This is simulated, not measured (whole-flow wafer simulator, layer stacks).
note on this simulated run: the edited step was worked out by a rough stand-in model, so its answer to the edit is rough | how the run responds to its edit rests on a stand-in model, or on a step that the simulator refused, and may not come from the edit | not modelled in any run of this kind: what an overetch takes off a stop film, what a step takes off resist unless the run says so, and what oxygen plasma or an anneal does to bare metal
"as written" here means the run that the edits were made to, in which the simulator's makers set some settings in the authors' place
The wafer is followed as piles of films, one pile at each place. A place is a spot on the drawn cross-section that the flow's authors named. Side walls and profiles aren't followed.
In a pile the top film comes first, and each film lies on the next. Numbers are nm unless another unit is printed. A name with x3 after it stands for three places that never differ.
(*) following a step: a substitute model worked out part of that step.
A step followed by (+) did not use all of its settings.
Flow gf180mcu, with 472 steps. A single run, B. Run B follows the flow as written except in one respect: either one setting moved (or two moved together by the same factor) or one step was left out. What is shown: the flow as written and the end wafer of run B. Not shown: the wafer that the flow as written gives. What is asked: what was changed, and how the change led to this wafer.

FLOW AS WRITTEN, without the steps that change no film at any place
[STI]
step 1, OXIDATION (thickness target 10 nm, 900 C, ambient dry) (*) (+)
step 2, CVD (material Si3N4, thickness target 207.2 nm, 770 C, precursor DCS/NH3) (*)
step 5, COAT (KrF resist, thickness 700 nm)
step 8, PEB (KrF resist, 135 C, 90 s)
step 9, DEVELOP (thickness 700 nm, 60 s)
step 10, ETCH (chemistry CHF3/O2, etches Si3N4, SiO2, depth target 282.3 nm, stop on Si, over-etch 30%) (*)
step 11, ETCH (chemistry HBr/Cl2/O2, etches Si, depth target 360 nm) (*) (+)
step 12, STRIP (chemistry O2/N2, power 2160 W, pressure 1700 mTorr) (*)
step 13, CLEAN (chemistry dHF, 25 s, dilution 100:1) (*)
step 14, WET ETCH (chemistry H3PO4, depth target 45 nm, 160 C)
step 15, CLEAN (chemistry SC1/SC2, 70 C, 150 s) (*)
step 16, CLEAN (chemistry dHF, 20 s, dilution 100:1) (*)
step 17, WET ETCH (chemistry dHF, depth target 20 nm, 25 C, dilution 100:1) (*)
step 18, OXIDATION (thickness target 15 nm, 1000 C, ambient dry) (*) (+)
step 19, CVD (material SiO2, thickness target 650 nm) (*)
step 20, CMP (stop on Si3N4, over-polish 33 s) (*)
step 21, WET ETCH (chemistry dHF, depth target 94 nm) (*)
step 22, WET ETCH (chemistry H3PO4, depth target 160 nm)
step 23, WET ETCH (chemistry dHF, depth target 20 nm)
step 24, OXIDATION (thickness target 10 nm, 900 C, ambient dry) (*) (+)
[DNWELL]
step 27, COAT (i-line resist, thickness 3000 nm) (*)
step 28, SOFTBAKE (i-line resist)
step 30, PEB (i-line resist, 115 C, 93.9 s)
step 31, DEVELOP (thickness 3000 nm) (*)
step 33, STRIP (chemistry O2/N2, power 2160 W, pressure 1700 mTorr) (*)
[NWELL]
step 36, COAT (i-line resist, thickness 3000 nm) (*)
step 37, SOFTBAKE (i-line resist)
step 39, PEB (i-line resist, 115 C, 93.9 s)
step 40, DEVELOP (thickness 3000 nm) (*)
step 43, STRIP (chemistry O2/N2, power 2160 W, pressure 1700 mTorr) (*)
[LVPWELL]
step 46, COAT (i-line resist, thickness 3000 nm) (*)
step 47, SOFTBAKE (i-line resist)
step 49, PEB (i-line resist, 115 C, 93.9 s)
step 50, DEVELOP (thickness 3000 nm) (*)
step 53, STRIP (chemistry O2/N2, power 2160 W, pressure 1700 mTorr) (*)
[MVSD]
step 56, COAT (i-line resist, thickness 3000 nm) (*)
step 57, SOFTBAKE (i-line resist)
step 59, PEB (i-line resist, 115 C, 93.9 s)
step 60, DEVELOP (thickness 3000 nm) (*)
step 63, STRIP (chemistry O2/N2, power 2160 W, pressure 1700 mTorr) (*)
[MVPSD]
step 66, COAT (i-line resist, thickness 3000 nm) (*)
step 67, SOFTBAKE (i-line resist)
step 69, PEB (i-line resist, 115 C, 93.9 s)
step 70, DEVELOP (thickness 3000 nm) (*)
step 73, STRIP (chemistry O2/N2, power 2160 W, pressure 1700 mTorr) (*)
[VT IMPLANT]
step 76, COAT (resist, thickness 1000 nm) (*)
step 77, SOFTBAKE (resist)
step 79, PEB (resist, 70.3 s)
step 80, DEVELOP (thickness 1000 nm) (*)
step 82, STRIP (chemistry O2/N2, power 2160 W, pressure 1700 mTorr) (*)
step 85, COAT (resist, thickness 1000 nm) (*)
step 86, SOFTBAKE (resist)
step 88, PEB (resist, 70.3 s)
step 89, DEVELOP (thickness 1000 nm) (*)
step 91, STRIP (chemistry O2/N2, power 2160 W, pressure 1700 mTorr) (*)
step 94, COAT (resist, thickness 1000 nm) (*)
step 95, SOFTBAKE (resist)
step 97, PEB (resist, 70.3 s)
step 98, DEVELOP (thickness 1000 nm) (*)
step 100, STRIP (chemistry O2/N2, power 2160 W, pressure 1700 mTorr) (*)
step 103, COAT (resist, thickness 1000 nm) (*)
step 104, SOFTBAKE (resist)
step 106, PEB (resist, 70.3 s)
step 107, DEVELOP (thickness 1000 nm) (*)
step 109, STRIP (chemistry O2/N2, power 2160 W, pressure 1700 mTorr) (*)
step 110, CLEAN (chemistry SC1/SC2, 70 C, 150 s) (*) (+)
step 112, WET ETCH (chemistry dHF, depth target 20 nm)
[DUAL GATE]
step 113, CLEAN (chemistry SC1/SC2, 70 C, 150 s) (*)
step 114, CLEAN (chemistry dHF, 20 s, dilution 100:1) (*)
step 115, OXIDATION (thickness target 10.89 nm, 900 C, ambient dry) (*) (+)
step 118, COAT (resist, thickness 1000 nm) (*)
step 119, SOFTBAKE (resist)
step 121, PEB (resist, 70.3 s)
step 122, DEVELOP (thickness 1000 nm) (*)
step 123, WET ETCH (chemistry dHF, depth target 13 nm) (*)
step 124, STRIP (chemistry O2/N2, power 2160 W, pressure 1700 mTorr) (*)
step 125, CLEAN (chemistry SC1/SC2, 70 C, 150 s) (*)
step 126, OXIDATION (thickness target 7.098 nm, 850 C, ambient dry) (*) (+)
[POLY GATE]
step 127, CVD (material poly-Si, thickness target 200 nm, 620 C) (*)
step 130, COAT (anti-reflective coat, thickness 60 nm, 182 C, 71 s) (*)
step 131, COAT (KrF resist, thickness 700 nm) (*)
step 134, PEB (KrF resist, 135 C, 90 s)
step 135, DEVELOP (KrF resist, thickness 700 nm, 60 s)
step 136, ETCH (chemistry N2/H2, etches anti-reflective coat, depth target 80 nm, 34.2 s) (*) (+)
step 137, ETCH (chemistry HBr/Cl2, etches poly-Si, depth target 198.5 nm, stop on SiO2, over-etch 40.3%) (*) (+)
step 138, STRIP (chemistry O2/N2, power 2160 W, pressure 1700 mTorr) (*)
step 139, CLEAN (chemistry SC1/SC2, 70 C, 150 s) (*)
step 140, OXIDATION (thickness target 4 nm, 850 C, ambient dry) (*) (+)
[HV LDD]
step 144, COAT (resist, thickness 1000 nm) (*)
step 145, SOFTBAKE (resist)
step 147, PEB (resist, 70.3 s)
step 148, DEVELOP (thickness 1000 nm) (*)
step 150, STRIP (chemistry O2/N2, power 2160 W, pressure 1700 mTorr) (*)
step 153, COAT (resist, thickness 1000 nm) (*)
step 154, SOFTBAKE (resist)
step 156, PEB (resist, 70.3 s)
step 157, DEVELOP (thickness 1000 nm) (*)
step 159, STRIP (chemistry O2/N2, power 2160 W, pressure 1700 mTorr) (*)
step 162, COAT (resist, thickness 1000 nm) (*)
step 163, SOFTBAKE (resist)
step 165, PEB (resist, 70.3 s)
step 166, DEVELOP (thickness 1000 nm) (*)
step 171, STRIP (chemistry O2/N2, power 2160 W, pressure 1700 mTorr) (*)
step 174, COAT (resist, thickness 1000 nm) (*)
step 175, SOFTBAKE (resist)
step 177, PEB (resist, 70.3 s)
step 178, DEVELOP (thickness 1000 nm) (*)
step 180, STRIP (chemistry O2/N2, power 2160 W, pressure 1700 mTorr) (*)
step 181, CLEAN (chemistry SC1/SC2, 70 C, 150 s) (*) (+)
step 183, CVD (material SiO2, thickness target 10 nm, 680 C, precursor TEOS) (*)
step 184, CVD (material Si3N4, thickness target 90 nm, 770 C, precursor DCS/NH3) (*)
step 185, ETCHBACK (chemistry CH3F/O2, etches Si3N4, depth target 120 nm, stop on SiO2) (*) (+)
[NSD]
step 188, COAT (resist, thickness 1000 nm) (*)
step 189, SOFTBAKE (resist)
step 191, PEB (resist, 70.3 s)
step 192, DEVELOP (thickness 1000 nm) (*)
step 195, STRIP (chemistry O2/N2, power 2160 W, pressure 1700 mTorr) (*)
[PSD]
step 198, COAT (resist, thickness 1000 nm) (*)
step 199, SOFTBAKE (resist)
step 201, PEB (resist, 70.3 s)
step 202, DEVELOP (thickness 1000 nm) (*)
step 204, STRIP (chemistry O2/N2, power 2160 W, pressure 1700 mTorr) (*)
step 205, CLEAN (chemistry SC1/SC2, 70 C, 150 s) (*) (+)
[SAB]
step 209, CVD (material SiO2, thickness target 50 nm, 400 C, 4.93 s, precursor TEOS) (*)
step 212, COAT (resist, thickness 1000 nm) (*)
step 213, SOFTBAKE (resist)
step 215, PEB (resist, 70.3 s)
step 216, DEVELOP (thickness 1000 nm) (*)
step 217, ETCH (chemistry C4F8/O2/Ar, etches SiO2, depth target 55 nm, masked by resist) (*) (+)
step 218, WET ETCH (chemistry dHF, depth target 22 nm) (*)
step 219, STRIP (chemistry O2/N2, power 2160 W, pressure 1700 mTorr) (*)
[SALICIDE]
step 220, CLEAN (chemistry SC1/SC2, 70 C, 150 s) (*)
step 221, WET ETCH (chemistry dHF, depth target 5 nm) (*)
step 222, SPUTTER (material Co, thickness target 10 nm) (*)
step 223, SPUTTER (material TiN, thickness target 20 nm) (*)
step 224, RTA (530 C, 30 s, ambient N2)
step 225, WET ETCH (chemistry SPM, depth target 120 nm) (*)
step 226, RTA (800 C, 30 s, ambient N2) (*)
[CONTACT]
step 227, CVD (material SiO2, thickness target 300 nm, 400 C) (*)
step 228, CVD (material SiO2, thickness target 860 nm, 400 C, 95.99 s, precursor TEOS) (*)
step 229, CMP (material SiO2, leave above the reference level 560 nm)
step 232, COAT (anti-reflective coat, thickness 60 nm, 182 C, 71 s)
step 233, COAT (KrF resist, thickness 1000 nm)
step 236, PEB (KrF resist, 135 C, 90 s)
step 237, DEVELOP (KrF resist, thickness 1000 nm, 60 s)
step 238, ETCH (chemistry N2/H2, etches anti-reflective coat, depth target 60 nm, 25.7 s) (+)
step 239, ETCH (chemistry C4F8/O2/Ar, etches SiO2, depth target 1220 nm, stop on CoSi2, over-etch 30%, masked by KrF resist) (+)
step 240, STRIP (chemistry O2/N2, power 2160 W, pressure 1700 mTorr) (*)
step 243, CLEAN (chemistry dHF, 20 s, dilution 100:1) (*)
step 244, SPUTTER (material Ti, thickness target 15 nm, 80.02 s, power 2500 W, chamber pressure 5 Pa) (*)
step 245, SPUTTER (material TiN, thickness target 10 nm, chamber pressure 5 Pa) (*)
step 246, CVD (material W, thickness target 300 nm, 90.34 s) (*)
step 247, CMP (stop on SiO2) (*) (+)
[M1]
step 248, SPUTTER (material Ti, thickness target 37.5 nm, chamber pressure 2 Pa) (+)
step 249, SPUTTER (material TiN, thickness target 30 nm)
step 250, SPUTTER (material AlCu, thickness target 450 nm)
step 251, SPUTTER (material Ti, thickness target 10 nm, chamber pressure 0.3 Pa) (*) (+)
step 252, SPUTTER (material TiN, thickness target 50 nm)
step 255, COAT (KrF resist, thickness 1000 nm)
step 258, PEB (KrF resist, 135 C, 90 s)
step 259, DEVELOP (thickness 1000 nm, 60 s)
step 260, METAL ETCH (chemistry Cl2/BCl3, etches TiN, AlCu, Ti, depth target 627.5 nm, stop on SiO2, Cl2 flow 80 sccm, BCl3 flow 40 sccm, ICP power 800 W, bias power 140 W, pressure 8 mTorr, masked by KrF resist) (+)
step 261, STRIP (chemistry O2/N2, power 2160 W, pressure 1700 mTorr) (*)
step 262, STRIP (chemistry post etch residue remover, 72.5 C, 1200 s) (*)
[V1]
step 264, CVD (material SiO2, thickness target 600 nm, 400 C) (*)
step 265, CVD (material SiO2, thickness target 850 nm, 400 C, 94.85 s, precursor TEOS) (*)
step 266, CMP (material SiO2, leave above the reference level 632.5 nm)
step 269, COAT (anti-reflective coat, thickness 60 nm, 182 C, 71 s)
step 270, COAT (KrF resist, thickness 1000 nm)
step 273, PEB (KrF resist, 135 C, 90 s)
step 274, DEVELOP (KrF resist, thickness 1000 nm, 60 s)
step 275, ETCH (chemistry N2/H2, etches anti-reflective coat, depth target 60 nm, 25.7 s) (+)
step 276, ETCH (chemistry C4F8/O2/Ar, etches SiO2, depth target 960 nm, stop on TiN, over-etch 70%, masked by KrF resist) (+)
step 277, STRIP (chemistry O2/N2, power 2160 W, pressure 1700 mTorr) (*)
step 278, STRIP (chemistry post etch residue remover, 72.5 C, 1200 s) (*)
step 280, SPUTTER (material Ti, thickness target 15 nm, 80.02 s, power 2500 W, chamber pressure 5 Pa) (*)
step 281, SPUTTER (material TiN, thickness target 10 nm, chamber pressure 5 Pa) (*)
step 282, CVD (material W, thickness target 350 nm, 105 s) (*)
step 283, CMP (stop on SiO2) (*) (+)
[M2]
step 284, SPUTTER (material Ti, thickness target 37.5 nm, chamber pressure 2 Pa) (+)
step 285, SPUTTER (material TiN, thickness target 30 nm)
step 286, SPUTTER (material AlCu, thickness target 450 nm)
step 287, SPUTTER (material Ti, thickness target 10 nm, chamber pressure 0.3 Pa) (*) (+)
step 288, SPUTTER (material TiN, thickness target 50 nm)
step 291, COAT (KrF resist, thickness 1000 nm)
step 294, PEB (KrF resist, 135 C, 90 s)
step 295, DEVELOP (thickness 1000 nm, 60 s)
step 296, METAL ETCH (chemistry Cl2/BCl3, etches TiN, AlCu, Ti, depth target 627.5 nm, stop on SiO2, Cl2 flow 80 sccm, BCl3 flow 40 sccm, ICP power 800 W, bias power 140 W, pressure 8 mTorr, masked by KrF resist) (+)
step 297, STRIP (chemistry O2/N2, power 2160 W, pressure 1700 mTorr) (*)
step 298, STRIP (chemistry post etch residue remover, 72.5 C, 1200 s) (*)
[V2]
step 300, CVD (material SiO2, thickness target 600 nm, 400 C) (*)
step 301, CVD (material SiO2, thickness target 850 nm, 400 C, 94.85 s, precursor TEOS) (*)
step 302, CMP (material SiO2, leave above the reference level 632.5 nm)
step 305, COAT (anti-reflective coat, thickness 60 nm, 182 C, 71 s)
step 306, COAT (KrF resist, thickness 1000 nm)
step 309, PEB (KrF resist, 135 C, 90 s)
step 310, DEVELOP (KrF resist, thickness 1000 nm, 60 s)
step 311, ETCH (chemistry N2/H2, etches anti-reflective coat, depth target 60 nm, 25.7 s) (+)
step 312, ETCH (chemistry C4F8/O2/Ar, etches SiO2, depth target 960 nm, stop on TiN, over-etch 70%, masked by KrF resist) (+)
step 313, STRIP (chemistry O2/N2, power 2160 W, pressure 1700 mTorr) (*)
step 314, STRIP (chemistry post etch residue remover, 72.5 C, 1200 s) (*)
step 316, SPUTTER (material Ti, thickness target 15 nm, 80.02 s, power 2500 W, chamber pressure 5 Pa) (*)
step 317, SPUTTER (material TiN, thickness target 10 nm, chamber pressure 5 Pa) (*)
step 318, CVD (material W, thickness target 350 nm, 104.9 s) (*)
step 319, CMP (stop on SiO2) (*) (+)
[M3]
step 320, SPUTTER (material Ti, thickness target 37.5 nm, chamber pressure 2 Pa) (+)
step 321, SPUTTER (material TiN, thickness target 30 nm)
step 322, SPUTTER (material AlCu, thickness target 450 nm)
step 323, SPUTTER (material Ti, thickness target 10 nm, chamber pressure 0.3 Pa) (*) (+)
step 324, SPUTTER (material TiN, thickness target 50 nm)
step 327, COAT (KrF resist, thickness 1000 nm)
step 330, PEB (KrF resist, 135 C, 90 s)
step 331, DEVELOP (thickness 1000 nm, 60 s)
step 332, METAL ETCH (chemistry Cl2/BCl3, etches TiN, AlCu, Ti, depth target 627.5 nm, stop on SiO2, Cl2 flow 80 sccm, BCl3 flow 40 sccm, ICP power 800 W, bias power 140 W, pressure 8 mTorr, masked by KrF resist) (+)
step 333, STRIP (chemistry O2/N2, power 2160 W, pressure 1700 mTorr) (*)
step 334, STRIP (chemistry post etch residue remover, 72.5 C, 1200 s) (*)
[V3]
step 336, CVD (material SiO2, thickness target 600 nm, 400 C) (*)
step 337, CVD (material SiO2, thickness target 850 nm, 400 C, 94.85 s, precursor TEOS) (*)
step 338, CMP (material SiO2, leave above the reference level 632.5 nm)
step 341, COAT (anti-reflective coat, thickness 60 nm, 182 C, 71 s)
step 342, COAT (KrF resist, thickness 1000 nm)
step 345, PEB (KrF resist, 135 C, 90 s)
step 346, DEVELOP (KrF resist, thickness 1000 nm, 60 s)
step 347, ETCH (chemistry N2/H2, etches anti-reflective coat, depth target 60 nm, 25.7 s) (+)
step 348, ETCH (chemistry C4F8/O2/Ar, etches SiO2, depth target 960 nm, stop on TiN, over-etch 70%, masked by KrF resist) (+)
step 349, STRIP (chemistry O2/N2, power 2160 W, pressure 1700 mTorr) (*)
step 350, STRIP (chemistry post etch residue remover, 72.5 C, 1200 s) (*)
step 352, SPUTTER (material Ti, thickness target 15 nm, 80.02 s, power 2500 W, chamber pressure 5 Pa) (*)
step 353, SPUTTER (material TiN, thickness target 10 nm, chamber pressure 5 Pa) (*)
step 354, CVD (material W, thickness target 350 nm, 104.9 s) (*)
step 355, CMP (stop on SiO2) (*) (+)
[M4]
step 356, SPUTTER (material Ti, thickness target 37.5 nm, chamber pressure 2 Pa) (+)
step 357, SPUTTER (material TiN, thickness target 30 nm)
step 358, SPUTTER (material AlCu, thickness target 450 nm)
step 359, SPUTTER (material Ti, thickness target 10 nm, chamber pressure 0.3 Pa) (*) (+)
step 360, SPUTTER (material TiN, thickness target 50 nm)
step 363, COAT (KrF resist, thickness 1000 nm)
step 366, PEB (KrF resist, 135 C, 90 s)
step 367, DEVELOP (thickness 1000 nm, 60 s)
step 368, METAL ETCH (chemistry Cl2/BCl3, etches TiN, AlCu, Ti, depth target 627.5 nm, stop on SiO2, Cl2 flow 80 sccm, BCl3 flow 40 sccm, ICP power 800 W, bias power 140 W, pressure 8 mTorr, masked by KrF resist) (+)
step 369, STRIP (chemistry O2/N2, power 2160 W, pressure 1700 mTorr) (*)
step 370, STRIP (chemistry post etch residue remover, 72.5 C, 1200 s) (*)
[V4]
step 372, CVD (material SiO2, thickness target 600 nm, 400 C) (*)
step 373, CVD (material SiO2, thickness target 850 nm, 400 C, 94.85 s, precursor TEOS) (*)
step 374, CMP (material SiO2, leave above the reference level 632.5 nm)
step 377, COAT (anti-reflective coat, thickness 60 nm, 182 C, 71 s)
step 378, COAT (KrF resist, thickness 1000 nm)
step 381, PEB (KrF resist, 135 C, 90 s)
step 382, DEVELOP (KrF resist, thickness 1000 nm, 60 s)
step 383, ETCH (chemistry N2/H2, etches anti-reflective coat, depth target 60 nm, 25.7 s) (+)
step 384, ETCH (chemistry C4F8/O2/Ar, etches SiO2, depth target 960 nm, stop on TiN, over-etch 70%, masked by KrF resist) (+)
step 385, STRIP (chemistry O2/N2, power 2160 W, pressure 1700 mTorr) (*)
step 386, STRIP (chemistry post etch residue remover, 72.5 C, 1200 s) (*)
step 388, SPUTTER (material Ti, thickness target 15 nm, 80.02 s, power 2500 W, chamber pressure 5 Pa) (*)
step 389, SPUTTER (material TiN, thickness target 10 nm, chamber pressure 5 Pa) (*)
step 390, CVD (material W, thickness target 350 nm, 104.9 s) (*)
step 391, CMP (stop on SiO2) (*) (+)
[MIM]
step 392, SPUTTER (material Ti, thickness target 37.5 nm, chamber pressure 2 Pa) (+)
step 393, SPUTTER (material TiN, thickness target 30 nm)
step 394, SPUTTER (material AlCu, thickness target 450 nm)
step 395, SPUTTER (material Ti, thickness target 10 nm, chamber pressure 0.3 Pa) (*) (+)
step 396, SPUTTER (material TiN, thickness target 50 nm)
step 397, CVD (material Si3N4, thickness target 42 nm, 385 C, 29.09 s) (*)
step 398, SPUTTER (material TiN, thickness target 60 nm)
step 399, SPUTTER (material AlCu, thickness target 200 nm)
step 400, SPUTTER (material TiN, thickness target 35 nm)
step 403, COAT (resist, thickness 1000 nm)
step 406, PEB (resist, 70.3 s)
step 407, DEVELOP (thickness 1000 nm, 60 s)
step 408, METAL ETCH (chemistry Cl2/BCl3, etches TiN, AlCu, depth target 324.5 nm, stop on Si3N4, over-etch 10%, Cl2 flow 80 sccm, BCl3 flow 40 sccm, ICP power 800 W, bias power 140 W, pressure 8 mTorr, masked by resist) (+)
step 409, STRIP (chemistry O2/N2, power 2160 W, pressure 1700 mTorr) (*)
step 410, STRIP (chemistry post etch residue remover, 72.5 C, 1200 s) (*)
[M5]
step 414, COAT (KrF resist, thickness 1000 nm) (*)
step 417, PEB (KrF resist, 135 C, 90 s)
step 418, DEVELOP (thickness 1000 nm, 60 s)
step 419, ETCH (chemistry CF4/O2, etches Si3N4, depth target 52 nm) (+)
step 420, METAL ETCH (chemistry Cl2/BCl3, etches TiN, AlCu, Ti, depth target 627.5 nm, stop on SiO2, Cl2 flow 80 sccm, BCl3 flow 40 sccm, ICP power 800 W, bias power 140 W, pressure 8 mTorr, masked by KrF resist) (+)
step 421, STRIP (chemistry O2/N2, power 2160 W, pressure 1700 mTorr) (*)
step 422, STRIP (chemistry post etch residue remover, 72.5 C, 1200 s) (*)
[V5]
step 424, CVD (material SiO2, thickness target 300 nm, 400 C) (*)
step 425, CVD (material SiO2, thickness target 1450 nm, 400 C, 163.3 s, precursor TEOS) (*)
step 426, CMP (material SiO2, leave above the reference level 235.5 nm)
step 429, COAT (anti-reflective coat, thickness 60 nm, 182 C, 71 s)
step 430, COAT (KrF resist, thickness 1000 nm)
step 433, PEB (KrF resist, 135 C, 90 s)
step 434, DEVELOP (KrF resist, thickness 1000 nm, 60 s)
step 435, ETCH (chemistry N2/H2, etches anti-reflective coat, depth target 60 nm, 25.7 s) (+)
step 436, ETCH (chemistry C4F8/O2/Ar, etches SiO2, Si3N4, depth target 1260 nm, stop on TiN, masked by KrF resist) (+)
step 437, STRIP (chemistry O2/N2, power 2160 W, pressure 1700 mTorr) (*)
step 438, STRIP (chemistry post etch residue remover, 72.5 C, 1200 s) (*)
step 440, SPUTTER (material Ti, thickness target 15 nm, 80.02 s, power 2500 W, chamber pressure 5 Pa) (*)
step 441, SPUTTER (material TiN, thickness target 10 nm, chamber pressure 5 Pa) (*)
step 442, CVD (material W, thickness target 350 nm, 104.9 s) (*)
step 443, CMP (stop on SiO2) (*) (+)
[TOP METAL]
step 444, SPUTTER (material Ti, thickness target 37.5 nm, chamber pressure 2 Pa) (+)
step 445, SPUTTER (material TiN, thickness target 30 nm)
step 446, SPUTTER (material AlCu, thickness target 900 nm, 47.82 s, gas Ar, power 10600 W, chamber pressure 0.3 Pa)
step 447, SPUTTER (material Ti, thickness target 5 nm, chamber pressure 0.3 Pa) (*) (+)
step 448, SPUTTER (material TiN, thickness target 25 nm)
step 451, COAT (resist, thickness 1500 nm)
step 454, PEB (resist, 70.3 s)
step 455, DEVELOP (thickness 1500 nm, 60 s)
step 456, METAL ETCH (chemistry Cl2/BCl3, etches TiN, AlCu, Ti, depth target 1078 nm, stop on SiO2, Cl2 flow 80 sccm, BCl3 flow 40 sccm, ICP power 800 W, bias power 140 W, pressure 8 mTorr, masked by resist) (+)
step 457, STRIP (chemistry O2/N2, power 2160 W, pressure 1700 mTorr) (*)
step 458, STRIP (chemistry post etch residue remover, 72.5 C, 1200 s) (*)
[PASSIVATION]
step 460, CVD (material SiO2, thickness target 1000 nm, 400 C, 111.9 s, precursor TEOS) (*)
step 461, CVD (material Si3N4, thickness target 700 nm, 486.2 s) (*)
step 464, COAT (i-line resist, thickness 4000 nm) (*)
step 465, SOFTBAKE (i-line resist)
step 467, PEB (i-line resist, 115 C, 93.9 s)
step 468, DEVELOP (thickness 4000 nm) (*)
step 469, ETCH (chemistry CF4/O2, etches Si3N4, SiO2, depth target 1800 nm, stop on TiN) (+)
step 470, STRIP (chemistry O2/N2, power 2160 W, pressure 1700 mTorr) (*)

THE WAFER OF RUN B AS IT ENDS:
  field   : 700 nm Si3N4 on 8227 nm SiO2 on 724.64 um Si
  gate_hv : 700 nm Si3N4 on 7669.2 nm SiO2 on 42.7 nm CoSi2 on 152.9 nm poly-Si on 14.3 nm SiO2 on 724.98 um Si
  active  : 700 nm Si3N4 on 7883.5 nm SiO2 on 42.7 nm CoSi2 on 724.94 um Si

What caused this: step 222, SPUTTER: thickness target 12.2 nm was run, while the flow as written has thickness target 10 nm.

How this came from the change, step by step:
  step 222, SPUTTER (material Co, thickness target 10 nm) (*)
      field, field__w7, field__w8 and 72 more: +12.2 Co (new film) (as written it would have been: +10 Co (new film))
      field__w6, field_sub, field_sub__w2: +12.1 Co (new film) (as written it would have been: +9.95 Co (new film))
      (also at 33 further places)
  step 223, SPUTTER (material TiN, thickness target 20 nm) (*)
      field__w12: +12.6 TiN (new film) (as written it would have been: +12 TiN (new film))
  step 224, RTA (530 C, 30 s, ambient N2)
      gate, gate_hv, gate_p and 22 more: under 1 film: +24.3 CoSi (new film), -12.2 Co (all of it), -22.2 poly-Si (as written it would have been: under 1 film: +19.9 CoSi (new film), -10 Co (all of it), -18.2 poly-Si)
      active, p_well, sd_n and 11 more: under 1 film: +24.3 CoSi (new film), -12.2 Co (all of it), -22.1 Si (as written it would have been: under 1 film: +19.9 CoSi (new film), -10 Co (all of it), -18.1 Si)
      (also at 10 further places)
  step 225, WET ETCH (chemistry SPM, depth target 120 nm) (*)
      field, field__w7, field__w8 and 32 more: -20 TiN (all of it), -12.2 Co (all of it) (as written it would have been: -20 TiN (all of it), -10 Co (all of it))
      field__w9, nw_enc_fld_lv__w3: -19.1 TiN (all of it), -11.7 Co (all of it) (as written it would have been: -19.1 TiN (all of it), -9.6 Co (all of it))
      (also at 25 further places)
  step 226, RTA (800 C, 30 s, ambient N2) (*)
      gate, gate_hv, gate_p and 22 more: +42.7 CoSi2 (new film), -24.3 CoSi (all of it), -22.2 poly-Si (as written it would have been: +35 CoSi2 (new film), -19.9 CoSi (all of it), -18.2 poly-Si)
      active, p_well, sd_n and 11 more: +42.7 CoSi2 (new film), -24.3 CoSi (all of it), -22.1 Si (as written it would have been: +35 CoSi2 (new film), -19.9 CoSi (all of it), -18.1 Si)
      (also at 10 further places)
